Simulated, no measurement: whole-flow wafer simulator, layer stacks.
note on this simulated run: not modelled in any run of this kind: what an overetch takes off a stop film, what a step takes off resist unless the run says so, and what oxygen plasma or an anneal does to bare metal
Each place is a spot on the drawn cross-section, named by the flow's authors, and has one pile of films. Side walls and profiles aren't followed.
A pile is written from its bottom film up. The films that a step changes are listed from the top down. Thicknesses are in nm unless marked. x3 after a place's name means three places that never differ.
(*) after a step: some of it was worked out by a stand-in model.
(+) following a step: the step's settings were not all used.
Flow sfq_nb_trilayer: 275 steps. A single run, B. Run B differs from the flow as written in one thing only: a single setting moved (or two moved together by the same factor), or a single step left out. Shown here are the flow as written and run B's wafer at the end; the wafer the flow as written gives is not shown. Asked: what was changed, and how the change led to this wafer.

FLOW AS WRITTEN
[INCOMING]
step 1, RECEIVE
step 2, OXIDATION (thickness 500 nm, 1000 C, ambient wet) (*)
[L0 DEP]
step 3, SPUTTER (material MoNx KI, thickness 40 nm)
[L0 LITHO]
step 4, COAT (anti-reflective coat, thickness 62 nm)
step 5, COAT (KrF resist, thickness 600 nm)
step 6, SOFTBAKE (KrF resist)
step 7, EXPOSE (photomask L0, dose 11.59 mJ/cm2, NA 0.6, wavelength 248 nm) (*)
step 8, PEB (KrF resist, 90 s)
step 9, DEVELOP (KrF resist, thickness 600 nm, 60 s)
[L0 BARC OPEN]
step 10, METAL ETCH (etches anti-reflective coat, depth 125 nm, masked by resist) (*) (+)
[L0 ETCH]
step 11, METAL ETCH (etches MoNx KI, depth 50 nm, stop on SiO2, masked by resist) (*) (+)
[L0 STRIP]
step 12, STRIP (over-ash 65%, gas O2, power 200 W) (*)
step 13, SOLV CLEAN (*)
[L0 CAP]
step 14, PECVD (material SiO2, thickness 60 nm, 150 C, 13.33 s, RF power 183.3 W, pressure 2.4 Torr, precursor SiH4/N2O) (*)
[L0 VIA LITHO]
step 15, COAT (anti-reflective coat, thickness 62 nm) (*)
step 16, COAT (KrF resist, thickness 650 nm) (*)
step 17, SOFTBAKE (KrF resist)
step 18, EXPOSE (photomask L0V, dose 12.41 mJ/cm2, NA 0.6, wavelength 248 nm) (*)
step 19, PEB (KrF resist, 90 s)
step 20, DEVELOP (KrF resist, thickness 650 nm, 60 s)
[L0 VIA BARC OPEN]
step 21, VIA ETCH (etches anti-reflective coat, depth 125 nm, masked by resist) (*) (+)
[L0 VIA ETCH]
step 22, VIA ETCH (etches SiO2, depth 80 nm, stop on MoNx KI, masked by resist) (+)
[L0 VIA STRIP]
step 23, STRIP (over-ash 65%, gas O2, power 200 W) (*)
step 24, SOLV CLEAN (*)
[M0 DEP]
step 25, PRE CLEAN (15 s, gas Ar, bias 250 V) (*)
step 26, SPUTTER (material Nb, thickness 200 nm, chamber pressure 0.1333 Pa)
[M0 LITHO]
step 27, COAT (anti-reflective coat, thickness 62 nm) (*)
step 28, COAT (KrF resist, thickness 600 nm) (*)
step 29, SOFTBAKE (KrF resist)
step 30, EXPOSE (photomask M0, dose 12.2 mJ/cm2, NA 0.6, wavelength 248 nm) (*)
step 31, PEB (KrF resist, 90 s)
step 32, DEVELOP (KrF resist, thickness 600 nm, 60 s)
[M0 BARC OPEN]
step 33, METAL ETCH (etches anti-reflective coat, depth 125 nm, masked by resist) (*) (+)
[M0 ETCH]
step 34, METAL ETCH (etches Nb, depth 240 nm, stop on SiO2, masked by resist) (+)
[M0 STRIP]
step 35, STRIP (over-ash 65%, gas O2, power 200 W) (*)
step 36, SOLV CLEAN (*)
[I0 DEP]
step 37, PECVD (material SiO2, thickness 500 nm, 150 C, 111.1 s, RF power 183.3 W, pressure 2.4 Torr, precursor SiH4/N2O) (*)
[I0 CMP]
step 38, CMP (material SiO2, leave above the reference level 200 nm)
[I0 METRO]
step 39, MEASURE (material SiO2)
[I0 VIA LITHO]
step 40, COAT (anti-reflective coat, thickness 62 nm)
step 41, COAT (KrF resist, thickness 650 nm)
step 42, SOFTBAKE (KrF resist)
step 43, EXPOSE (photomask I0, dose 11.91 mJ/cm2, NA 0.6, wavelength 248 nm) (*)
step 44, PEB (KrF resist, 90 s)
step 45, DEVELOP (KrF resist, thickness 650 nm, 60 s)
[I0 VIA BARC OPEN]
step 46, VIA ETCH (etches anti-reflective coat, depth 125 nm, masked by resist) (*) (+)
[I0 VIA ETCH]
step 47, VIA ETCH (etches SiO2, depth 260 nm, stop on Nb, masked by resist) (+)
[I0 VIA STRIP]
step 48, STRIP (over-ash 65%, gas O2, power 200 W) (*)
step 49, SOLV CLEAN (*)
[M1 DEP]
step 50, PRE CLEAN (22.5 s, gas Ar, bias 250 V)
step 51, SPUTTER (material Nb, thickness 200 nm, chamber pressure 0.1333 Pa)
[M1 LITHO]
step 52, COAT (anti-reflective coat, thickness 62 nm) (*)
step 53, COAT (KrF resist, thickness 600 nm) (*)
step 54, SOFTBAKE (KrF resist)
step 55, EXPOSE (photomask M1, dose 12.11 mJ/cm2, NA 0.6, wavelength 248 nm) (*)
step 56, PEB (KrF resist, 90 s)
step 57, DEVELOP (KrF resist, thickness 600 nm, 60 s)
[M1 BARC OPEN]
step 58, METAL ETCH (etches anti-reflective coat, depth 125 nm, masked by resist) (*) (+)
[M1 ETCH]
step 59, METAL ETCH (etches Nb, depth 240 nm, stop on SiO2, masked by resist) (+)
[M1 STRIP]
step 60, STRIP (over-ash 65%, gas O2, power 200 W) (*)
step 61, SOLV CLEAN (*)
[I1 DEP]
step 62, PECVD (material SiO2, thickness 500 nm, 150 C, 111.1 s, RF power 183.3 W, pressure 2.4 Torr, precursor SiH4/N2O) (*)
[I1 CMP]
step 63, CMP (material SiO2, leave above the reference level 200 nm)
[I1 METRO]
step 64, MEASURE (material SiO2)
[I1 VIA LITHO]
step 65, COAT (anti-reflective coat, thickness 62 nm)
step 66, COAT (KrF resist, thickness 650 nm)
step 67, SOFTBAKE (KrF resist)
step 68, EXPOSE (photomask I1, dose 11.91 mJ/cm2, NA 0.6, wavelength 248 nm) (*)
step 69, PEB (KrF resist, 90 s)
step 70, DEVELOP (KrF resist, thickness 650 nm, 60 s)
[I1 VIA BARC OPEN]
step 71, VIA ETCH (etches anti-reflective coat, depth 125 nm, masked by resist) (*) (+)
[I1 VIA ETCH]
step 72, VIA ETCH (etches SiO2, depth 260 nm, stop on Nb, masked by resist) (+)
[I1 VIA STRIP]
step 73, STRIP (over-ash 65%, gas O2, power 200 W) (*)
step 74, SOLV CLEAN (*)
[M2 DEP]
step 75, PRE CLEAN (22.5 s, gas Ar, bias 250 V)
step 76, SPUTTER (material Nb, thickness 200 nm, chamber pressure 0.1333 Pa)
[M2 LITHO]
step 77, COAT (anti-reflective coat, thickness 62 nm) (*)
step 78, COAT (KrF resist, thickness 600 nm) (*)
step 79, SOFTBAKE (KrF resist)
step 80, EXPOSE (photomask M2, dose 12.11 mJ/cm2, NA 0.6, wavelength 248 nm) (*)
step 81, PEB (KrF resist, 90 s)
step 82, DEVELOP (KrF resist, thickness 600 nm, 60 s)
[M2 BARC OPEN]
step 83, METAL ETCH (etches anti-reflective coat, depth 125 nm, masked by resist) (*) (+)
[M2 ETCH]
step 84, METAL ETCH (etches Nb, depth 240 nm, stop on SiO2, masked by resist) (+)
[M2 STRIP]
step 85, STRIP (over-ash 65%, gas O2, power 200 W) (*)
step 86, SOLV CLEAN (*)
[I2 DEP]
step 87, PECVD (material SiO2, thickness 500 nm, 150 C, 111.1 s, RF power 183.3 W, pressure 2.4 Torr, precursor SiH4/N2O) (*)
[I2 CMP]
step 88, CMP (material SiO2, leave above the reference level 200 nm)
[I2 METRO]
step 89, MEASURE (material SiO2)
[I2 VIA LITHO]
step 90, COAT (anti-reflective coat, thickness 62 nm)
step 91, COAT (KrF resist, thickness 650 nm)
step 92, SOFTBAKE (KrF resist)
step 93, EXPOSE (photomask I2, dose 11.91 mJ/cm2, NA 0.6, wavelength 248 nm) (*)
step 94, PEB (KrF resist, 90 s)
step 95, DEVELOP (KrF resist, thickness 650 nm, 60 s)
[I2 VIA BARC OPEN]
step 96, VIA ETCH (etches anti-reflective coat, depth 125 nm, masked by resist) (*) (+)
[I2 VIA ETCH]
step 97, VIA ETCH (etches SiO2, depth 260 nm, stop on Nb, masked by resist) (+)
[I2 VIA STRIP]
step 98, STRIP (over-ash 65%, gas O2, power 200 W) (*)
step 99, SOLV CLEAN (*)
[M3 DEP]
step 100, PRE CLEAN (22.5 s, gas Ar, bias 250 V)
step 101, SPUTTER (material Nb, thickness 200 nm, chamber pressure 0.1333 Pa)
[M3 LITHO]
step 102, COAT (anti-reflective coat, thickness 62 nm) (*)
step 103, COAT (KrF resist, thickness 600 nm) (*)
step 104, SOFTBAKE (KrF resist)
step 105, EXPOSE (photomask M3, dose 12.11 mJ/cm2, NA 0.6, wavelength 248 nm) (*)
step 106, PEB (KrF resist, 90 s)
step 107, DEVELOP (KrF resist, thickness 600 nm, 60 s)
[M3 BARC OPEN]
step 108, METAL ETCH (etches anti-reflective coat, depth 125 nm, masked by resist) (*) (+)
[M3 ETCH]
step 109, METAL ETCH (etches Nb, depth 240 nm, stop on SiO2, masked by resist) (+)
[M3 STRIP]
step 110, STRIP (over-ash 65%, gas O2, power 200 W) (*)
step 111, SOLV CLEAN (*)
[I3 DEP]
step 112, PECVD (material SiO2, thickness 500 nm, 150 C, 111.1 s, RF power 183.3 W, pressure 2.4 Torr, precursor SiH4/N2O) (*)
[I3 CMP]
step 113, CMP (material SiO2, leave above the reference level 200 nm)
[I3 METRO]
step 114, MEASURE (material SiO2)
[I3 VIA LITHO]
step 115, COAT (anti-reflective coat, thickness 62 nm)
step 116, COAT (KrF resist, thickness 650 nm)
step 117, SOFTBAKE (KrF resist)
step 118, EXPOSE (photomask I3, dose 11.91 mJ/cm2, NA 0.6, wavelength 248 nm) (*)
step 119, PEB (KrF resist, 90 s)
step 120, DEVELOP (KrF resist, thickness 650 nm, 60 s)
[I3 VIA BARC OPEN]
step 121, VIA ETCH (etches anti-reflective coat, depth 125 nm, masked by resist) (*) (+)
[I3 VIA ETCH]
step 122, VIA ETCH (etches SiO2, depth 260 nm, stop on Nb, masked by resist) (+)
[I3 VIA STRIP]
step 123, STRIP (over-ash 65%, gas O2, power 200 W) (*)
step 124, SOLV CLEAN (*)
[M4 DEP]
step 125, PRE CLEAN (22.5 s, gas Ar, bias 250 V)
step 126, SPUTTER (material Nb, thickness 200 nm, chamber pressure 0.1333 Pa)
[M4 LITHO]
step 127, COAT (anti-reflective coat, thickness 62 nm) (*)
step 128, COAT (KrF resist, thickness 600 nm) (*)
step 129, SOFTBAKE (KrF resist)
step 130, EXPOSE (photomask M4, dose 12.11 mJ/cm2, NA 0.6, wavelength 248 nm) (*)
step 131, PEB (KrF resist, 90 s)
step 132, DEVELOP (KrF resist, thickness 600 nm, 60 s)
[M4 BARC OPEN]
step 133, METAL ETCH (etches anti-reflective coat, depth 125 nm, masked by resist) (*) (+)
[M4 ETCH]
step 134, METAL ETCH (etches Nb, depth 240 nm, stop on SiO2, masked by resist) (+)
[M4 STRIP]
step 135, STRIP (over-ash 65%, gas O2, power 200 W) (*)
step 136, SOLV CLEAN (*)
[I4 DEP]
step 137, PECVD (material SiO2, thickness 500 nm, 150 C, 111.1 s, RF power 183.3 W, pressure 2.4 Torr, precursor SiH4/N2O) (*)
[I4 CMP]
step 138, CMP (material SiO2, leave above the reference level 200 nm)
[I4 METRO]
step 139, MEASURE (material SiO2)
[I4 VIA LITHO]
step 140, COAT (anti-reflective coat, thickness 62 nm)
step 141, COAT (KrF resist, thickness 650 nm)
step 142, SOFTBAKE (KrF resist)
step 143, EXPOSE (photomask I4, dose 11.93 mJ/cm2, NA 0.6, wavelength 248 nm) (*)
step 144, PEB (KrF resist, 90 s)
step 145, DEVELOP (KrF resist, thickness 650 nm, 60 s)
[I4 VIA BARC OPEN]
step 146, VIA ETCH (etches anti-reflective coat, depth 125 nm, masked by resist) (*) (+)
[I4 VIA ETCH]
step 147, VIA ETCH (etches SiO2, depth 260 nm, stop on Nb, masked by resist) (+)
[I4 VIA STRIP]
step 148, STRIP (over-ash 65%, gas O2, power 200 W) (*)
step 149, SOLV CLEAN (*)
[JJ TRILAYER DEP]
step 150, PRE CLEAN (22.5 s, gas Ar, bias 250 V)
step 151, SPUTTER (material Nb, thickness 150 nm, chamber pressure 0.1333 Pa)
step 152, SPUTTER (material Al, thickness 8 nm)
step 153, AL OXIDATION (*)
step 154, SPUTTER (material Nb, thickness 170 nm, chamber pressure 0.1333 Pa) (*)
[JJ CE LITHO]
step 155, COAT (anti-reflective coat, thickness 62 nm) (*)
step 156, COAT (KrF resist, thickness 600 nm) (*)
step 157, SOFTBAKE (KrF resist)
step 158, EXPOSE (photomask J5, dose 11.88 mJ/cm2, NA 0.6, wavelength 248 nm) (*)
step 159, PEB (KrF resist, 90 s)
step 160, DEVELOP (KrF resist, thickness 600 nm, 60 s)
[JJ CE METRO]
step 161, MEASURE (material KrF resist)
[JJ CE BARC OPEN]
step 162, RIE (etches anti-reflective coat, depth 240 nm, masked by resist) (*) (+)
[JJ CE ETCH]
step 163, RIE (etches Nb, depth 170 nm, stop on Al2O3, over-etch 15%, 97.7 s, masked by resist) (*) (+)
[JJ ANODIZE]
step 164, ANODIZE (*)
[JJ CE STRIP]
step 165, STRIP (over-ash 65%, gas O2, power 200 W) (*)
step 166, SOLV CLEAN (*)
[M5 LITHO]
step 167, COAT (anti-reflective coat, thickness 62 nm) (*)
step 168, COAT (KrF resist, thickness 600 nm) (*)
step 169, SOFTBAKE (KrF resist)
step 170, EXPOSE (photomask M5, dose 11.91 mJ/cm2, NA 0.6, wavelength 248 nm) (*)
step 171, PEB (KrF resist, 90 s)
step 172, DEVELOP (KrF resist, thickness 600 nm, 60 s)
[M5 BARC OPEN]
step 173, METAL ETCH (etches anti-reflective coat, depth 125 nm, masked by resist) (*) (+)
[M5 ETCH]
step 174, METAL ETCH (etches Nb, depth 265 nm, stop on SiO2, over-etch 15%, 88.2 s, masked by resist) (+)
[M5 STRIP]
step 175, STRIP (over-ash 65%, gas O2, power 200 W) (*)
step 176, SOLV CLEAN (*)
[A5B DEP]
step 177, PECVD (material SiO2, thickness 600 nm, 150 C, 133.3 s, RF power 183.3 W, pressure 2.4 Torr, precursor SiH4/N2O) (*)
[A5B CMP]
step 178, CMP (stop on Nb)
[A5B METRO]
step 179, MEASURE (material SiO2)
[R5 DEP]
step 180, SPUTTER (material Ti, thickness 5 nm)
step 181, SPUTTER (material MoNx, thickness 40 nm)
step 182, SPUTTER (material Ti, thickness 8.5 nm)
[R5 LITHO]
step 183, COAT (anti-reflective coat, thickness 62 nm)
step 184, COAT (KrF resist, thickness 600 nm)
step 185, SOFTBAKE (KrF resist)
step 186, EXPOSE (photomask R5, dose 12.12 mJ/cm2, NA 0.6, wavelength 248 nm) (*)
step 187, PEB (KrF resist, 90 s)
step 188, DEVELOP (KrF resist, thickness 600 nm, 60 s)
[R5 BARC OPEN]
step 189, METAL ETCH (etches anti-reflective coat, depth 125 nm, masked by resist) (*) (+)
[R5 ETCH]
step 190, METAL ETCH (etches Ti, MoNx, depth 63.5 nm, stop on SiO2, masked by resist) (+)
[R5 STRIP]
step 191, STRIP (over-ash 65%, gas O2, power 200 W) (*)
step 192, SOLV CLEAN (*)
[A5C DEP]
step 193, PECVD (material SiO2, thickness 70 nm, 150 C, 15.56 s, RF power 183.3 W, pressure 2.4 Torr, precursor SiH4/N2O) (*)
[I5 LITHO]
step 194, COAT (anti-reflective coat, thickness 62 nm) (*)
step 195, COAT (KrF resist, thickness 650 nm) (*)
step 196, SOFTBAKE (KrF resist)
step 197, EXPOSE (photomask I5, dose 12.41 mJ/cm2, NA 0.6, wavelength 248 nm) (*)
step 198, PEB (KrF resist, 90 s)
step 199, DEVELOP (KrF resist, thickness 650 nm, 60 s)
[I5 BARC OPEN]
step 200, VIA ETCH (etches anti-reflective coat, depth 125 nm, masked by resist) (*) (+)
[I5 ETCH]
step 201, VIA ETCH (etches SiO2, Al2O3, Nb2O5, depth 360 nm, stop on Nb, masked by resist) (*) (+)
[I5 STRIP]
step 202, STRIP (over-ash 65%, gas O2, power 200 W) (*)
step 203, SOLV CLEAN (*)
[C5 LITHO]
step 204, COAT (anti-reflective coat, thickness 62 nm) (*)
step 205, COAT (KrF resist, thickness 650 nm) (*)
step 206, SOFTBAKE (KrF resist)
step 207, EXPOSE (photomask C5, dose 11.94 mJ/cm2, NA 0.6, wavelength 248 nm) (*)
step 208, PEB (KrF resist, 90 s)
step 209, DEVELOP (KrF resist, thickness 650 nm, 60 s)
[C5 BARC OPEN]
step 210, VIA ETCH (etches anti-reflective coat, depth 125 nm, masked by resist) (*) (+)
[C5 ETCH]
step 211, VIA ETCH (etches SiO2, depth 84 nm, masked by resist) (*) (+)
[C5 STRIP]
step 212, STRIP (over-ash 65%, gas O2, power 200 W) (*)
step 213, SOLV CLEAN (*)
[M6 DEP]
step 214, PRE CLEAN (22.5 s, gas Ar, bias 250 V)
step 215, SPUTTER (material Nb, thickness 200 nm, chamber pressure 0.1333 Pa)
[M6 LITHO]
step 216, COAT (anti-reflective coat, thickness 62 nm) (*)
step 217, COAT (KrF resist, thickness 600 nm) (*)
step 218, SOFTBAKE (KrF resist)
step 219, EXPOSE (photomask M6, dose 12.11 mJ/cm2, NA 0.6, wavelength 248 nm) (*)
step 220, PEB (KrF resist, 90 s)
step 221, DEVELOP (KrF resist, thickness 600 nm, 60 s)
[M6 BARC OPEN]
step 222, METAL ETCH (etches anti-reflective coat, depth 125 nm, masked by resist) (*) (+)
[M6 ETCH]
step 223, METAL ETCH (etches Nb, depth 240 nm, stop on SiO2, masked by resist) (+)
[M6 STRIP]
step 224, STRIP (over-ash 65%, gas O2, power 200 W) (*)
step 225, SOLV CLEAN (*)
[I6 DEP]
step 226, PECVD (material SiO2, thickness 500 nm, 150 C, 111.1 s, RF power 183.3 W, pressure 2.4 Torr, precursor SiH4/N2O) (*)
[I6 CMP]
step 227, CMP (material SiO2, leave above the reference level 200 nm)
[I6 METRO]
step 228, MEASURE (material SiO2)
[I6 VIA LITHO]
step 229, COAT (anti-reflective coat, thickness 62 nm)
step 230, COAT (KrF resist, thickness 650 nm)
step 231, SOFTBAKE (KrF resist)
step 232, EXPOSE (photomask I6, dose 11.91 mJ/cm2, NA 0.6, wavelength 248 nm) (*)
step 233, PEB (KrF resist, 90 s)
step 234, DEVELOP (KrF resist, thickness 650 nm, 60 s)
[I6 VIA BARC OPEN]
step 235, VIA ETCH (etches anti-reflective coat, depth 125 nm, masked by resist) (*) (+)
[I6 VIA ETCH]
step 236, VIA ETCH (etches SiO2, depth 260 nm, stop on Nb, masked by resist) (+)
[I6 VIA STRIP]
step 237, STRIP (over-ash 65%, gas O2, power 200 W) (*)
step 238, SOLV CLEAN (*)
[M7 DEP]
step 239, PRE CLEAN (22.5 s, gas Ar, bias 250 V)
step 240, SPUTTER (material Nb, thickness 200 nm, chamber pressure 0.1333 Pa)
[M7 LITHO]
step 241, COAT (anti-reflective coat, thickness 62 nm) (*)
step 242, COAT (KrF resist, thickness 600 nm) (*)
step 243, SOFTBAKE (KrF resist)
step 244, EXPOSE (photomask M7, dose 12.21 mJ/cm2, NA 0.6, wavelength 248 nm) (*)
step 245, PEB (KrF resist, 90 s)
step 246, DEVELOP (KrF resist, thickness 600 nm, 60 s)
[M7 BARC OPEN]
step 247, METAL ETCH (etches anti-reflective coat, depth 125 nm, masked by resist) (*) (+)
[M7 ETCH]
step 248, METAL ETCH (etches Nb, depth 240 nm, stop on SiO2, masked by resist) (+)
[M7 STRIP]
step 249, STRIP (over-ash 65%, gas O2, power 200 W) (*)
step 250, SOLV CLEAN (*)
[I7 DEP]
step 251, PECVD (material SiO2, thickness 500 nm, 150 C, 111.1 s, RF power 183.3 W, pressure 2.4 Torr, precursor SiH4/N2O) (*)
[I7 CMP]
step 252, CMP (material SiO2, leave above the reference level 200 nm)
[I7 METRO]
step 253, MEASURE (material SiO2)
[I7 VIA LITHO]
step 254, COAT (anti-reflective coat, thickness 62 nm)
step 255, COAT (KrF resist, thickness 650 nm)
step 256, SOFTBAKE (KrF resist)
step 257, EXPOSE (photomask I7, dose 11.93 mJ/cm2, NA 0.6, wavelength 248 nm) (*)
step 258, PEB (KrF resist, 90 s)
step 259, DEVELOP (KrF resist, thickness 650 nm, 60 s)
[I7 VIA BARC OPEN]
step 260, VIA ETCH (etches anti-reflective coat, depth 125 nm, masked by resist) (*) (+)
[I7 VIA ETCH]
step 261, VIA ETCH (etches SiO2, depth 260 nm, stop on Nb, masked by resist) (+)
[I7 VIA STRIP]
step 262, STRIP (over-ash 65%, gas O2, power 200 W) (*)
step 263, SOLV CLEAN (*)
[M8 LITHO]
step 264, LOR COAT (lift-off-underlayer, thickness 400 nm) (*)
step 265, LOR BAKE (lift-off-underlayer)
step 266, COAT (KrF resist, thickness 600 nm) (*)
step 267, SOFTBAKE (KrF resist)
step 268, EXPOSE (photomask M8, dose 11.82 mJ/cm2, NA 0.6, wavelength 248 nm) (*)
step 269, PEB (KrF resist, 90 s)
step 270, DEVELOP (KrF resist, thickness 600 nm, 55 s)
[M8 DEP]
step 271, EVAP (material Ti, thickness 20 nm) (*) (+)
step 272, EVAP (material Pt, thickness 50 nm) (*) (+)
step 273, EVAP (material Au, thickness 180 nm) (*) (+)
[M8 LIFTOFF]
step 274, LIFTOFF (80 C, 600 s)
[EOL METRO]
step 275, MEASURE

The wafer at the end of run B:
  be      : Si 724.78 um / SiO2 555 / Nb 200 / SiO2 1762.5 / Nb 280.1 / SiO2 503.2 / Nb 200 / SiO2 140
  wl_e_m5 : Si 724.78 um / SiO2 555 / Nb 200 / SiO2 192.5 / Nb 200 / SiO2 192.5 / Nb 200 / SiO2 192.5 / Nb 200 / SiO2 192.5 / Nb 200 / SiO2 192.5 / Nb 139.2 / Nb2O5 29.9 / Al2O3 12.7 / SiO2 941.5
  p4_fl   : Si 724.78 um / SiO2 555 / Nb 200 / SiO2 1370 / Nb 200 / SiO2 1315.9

What caused this: step 252, CMP: leave above the reference level 140 nm was run, though the flow has leave above the reference level 200 nm.
One can read it off the wafer: be has SiO2 140, and step 252 as written asks for 200 nm.

Step by step, how the change led to this:
  step 252, CMP (material SiO2, leave above the reference level 200 nm)
      field_l, p4_fl, p4_fm and 56 more: -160 SiO2 (in the flow as written it would be: -100 SiO2)
      v_sur, via_wl, via_w and 37 more: -360 SiO2 (in the flow as written it would be: -300 SiO2)
      (also at 7 further places)
  step 261, VIA ETCH (etches SiO2, depth 260 nm, stop on Nb, masked by resist) (+)
      field_l, v_sur, via_sp and 100 more: -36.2 KrF resist (in the flow as written it would be: -44.8 KrF resist)
      via_wl, via_w, via_wr: -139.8 SiO2 (all of it) (in the flow as written it would be: -199.8 SiO2 (all of it))
  step 264, LOR COAT (lift-off-underlayer, thickness 400 nm) (*)
      via_wl, via_wr: +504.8 lift-off-underlayer (new film) (in the flow as written it would be: +549.8 lift-off-underlayer (new film))
      v_sur: +378.6 lift-off-underlayer (new film) (in the flow as written it would be: +369.4 lift-off-underlayer (new film))
      (also at 1 further place)
  step 270, DEVELOP (KrF resist, thickness 600 nm, 55 s)
      v_sur: -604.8 KrF resist (all of it), -378.6 lift-off-underlayer (all of it) (in the flow as written it would be: -607.3 KrF resist (all of it), -369.4 lift-off-underlayer (all of it))
      via_wl: -616.3 KrF resist (all of it), -504.8 lift-off-underlayer (all of it) (in the flow as written it would be: -623.9 KrF resist (all of it), -549.8 lift-off-underlayer (all of it))
      (also at 2 further places)
